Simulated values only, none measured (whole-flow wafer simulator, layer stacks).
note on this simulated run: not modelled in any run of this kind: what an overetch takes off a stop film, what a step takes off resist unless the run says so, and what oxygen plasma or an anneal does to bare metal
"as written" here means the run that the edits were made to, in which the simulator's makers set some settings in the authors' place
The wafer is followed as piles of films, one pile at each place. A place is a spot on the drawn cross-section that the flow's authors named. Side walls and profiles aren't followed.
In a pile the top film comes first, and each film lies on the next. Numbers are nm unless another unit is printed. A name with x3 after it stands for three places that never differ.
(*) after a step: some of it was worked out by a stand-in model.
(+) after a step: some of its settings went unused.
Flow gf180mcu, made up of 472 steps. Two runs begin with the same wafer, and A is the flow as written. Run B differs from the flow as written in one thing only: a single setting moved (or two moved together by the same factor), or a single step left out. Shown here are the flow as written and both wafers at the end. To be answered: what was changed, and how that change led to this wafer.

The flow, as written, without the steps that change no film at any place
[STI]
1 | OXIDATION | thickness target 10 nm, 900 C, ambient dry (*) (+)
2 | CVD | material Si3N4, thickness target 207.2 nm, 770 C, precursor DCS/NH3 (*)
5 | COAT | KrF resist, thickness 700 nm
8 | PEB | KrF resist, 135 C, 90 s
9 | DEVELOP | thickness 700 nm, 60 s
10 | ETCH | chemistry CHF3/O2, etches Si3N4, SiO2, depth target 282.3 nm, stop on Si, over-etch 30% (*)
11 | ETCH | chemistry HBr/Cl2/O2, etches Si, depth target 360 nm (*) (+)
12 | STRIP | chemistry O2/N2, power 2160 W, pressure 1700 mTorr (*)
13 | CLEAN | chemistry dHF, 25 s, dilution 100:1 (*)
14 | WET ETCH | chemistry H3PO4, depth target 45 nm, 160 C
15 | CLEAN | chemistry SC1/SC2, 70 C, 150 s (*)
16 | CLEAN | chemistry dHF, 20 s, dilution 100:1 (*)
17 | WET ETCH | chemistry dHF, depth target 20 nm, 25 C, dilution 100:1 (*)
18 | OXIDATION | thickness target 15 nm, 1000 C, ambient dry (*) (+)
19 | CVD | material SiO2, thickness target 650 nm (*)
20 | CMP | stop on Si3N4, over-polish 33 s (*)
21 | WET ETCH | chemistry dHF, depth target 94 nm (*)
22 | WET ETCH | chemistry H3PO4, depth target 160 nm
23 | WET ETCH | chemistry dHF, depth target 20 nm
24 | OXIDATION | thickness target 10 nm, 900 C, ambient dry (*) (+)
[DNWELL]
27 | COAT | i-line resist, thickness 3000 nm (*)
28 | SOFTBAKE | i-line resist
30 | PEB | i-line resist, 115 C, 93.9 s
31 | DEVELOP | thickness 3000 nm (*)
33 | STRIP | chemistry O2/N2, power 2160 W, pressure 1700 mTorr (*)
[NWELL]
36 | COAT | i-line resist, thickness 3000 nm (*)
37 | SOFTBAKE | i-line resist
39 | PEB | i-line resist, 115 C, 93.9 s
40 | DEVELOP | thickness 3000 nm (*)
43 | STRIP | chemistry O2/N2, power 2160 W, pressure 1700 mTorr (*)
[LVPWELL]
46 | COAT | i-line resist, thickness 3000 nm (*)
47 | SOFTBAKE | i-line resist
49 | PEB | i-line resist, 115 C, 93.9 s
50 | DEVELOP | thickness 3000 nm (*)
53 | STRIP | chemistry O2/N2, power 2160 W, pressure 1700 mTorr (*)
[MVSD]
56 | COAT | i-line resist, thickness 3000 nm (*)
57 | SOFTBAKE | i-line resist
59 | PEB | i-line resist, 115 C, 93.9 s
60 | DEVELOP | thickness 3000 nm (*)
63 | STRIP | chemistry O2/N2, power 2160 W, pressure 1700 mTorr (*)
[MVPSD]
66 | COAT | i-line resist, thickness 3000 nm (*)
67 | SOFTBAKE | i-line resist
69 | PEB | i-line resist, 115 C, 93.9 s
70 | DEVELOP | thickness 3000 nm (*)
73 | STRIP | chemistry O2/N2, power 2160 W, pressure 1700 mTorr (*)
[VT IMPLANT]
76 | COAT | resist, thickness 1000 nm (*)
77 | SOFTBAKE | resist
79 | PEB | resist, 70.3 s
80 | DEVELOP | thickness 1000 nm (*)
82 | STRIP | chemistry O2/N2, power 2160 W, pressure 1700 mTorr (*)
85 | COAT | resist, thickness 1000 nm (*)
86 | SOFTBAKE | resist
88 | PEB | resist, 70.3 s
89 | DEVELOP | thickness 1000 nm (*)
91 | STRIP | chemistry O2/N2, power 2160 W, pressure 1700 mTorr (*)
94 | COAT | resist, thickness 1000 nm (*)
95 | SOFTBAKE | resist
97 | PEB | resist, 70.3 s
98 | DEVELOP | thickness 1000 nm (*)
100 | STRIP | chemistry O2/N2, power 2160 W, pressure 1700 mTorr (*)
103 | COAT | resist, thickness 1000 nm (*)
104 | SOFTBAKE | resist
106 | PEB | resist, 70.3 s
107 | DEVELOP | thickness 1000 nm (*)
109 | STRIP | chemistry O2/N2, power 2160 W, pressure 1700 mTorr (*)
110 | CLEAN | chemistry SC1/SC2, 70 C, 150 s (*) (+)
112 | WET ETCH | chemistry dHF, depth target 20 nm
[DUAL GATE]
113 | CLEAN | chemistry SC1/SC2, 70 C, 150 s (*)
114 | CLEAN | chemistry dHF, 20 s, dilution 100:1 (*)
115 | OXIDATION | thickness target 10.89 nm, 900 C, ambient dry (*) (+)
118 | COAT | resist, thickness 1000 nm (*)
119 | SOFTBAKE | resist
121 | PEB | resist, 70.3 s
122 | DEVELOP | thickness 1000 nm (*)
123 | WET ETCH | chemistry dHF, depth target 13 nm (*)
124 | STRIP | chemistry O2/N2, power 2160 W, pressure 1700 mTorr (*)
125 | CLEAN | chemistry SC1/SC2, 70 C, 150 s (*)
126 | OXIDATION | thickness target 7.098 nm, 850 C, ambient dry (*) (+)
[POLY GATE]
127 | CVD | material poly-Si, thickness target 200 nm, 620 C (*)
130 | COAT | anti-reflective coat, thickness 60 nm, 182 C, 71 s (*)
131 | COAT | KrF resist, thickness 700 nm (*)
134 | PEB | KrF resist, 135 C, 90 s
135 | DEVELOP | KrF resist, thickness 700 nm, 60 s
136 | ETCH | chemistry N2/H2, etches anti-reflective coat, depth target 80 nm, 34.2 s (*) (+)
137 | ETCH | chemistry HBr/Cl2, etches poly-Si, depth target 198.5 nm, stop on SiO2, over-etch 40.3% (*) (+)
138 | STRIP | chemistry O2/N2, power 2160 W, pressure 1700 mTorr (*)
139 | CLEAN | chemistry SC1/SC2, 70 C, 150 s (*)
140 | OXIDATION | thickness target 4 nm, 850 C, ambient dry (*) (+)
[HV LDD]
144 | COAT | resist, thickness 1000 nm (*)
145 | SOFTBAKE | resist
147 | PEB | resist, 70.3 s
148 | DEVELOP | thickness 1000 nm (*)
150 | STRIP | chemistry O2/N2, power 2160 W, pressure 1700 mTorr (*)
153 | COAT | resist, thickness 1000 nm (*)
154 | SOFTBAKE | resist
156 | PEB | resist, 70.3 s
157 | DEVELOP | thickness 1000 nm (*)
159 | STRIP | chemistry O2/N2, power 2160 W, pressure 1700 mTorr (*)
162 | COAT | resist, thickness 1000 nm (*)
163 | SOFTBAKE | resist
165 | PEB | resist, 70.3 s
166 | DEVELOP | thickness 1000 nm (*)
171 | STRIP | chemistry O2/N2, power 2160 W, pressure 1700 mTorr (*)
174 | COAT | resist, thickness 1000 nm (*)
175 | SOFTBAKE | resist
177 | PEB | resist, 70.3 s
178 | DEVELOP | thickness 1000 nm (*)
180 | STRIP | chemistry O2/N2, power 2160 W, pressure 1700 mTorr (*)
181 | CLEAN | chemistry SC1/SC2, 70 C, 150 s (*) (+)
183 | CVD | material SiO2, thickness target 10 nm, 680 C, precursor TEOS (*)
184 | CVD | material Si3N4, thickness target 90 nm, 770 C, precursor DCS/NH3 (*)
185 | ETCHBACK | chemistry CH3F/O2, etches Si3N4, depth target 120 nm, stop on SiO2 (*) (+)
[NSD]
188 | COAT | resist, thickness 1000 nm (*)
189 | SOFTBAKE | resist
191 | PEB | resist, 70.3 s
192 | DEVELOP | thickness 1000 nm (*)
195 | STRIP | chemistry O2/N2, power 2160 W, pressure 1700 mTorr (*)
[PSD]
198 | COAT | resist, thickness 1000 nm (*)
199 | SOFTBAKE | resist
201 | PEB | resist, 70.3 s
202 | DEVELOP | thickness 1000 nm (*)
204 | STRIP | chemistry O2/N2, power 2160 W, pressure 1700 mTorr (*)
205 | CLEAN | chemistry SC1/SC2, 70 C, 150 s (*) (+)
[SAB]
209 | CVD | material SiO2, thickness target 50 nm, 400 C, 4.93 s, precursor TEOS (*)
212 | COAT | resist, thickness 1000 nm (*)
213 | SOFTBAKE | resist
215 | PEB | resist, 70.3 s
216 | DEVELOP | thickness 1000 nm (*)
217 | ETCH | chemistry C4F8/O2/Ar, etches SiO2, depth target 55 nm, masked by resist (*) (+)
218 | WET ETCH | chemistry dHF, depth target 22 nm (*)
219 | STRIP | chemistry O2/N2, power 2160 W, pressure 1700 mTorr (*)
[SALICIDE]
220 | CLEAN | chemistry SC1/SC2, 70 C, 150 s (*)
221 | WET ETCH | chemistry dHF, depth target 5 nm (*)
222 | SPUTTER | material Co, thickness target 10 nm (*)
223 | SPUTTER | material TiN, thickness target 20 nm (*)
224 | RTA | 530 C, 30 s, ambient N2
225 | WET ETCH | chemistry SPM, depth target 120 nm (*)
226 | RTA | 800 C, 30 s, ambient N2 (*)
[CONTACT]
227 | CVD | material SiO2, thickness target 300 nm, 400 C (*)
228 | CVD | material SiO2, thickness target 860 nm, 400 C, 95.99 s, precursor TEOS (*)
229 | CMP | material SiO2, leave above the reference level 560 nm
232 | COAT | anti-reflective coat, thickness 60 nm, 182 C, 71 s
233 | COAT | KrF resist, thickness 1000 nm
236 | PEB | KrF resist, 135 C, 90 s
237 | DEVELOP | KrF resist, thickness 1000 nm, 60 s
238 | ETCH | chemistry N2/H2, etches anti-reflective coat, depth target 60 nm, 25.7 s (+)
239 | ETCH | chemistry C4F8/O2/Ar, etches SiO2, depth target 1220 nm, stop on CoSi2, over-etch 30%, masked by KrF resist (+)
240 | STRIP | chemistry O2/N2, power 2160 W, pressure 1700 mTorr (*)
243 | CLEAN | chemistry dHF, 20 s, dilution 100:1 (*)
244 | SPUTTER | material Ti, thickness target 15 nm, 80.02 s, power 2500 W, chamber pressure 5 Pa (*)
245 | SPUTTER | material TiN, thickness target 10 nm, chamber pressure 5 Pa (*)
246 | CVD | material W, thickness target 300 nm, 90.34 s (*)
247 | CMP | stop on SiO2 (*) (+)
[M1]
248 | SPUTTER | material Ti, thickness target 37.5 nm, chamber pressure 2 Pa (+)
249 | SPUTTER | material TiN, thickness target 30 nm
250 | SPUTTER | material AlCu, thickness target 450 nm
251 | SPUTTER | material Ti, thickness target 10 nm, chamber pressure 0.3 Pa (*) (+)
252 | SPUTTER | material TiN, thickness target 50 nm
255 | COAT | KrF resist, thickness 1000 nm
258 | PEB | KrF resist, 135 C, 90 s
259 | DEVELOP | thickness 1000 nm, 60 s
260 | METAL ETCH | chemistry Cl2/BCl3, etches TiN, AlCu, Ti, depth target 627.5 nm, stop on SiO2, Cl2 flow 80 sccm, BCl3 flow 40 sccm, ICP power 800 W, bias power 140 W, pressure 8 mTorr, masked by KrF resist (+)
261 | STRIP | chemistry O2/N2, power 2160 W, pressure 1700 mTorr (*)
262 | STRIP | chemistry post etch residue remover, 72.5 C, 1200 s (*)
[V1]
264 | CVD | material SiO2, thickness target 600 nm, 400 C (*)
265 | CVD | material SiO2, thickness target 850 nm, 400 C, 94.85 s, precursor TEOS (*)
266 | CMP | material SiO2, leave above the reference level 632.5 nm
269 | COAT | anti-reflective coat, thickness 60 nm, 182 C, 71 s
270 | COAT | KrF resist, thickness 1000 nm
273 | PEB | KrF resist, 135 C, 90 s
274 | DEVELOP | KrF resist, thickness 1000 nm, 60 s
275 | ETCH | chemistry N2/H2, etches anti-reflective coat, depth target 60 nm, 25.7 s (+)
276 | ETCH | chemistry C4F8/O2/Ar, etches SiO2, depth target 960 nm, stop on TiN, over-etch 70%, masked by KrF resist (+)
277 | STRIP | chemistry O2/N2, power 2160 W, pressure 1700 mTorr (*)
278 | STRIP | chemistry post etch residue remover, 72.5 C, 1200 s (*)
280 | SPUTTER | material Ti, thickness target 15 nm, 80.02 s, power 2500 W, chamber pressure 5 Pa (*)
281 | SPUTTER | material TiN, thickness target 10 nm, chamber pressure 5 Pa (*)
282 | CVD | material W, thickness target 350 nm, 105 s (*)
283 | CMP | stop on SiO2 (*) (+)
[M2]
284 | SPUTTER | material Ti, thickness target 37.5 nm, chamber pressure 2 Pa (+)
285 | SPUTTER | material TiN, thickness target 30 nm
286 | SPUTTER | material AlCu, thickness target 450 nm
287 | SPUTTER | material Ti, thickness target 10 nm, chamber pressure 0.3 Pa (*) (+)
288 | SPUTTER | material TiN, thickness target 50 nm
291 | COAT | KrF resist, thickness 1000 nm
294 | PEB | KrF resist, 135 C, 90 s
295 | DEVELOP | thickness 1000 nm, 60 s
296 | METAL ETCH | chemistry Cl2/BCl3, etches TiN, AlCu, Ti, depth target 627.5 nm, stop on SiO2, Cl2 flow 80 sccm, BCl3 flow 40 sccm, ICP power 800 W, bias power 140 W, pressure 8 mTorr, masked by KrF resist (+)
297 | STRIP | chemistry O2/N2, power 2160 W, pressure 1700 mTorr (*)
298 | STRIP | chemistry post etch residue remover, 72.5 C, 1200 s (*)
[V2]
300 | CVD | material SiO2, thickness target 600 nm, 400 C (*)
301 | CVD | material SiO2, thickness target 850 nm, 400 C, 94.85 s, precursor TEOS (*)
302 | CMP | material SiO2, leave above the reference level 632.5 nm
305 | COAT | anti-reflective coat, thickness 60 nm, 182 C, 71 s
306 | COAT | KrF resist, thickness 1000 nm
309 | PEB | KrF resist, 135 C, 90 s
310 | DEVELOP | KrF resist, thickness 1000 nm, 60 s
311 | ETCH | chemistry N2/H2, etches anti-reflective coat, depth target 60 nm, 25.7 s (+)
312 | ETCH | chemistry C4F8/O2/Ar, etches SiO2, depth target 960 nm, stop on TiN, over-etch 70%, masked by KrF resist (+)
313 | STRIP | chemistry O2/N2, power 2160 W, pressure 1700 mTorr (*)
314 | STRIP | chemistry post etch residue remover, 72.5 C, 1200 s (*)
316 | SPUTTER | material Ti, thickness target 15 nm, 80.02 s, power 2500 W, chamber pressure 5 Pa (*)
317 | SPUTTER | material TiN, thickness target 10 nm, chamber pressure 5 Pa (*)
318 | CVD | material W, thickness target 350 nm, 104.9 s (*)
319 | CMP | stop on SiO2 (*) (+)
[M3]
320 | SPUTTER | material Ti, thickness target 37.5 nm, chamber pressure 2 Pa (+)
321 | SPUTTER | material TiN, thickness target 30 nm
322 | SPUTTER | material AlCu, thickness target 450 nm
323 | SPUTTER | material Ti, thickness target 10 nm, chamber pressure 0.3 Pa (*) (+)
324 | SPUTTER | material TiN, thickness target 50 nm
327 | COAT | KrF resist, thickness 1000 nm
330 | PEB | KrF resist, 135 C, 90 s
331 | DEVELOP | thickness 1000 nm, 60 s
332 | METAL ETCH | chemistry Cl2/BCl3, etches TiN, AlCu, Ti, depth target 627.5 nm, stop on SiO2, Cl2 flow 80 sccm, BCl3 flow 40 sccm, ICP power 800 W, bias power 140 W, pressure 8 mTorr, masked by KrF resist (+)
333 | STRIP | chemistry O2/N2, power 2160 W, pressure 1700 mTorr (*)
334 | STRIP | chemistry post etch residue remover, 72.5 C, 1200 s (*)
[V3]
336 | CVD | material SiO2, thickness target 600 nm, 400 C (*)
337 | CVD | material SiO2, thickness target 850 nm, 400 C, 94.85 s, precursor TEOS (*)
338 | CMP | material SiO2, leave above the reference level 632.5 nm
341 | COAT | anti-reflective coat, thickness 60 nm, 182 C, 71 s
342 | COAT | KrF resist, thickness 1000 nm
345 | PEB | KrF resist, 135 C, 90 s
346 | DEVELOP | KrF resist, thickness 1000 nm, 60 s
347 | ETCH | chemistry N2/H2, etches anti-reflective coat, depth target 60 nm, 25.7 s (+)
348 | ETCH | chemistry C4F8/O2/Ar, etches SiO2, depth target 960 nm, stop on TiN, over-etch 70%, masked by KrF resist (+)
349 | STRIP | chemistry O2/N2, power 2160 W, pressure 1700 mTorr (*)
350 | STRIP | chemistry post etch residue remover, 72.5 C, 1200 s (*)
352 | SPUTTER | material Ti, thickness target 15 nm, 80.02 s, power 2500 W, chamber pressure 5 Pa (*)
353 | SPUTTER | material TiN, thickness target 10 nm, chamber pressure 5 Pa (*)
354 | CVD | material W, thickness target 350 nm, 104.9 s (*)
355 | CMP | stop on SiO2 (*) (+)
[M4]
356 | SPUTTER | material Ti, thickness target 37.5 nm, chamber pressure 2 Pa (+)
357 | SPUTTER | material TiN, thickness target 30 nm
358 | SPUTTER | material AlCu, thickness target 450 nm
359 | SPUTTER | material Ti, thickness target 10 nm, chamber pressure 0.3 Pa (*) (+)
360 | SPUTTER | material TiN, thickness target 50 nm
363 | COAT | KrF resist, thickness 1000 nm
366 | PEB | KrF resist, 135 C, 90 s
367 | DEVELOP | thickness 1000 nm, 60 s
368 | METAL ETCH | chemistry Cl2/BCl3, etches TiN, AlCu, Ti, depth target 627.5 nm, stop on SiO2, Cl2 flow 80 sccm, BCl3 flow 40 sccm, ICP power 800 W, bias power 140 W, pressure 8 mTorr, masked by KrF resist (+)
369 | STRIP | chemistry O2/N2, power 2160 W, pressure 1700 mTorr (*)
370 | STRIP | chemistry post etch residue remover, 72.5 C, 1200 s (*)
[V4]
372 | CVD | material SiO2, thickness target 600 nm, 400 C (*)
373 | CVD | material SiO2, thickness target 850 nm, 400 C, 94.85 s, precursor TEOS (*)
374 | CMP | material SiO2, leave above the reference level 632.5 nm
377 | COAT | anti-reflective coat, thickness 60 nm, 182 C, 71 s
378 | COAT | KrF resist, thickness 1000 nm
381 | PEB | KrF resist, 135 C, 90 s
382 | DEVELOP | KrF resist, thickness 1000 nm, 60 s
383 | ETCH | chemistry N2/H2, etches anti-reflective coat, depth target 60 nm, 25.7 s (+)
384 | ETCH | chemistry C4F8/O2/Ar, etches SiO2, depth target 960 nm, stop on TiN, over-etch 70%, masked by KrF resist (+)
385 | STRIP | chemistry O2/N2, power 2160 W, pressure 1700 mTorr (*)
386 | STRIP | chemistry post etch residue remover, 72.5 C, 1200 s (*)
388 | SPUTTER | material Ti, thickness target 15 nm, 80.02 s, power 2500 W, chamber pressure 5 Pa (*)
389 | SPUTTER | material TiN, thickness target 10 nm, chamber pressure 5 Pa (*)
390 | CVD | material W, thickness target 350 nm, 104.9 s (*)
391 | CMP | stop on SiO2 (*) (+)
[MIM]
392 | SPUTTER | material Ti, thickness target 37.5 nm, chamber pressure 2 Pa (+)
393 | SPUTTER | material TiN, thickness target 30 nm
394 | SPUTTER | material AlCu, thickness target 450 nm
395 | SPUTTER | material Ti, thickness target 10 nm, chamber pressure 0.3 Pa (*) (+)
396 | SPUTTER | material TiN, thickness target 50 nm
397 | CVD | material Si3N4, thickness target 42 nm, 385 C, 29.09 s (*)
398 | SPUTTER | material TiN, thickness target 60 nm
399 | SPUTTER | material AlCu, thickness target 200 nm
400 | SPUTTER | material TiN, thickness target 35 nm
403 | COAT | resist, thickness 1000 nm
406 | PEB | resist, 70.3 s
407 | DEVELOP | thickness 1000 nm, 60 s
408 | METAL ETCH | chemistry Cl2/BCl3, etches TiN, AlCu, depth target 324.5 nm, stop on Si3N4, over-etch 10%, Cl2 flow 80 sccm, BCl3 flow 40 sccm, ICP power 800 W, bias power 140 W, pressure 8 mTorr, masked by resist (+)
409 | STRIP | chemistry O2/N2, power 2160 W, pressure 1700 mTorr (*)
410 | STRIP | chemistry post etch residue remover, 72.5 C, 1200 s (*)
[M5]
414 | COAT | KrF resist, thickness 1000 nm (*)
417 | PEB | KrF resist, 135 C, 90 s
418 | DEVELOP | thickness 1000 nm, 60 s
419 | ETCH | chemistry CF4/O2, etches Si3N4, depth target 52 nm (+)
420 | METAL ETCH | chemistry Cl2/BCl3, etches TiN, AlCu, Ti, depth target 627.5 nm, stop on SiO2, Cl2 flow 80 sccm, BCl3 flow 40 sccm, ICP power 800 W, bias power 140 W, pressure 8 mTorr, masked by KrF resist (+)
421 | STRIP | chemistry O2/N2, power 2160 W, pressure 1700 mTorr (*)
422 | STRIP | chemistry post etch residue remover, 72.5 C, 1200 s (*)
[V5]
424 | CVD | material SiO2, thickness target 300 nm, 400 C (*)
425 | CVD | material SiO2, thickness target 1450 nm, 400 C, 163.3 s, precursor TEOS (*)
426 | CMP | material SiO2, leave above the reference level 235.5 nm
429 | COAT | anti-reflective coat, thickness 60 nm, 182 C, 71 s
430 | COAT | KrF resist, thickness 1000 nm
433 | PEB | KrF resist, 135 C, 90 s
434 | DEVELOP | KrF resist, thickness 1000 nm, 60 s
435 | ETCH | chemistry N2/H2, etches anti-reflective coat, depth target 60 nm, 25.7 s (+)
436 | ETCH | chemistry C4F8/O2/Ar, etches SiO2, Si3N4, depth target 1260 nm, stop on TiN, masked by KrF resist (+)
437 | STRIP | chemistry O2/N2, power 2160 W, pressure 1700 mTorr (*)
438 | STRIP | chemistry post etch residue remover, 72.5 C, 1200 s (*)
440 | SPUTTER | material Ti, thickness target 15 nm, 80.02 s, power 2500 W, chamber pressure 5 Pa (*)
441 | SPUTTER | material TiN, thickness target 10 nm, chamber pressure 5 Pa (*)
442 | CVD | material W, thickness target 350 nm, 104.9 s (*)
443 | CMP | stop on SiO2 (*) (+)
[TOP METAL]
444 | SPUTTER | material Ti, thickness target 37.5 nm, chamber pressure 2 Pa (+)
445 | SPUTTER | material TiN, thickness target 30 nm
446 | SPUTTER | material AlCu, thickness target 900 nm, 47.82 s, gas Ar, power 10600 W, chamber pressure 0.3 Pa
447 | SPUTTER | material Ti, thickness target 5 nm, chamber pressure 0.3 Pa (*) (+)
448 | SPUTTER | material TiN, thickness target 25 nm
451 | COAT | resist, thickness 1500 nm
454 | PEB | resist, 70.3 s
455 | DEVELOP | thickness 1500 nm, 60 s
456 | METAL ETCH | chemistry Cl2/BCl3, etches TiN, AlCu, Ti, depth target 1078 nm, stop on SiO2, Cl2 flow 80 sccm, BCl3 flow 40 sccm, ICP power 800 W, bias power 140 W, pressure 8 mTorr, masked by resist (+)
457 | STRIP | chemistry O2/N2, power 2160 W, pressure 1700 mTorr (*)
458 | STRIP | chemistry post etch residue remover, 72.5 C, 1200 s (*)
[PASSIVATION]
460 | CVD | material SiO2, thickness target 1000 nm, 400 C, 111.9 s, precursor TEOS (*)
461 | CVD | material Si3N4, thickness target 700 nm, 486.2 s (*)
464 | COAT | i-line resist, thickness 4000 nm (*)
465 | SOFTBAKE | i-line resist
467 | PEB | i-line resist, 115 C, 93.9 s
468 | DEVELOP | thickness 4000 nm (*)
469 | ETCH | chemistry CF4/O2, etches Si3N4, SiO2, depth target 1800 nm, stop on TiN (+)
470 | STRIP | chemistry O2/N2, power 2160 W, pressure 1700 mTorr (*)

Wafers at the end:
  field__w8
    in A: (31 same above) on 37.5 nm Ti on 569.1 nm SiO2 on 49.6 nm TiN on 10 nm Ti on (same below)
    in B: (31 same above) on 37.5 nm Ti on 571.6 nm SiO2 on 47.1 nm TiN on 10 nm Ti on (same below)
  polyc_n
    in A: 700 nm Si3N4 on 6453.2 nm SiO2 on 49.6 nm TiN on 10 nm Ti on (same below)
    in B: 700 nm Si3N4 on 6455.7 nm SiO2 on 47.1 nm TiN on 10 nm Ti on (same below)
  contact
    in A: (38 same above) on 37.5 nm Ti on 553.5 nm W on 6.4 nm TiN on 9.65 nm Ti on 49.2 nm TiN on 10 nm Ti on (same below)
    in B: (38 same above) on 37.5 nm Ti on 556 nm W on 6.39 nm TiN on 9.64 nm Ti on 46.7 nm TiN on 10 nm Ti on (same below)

The reason: step 252, SPUTTER: thickness target 47.5 nm was run, though the flow has thickness target 50 nm.

Step by step, how the change led to this:
  252 | SPUTTER | material TiN, thickness target 50 nm
      field, field__w1, field__w2 and 108 more: A TiN gains 50 (new film) | B TiN gains 47.5 (new film)
  260 | METAL ETCH | chemistry Cl2/BCl3, etches TiN, AlCu, Ti, depth target 627.5 nm, stop on SiO2, Cl2 flow 80 sccm, BCl3 flow 40 sccm, ICP power 800 W, bias power 140 W, pressure 8 mTorr, masked by KrF resist (+)
      field, field__w1, field__w2 and 99 more: A TiN loses 50 (all of it), Ti loses 10 (all of it), AlCu loses 450 (all of it), TiN loses 30 (all of it), Ti loses 37.5 (all of it) | B TiN loses 47.5 (all of it), Ti loses 10 (all of it), AlCu loses 450 (all of it), TiN loses 30 (all of it), Ti loses 37.5 (all of it)
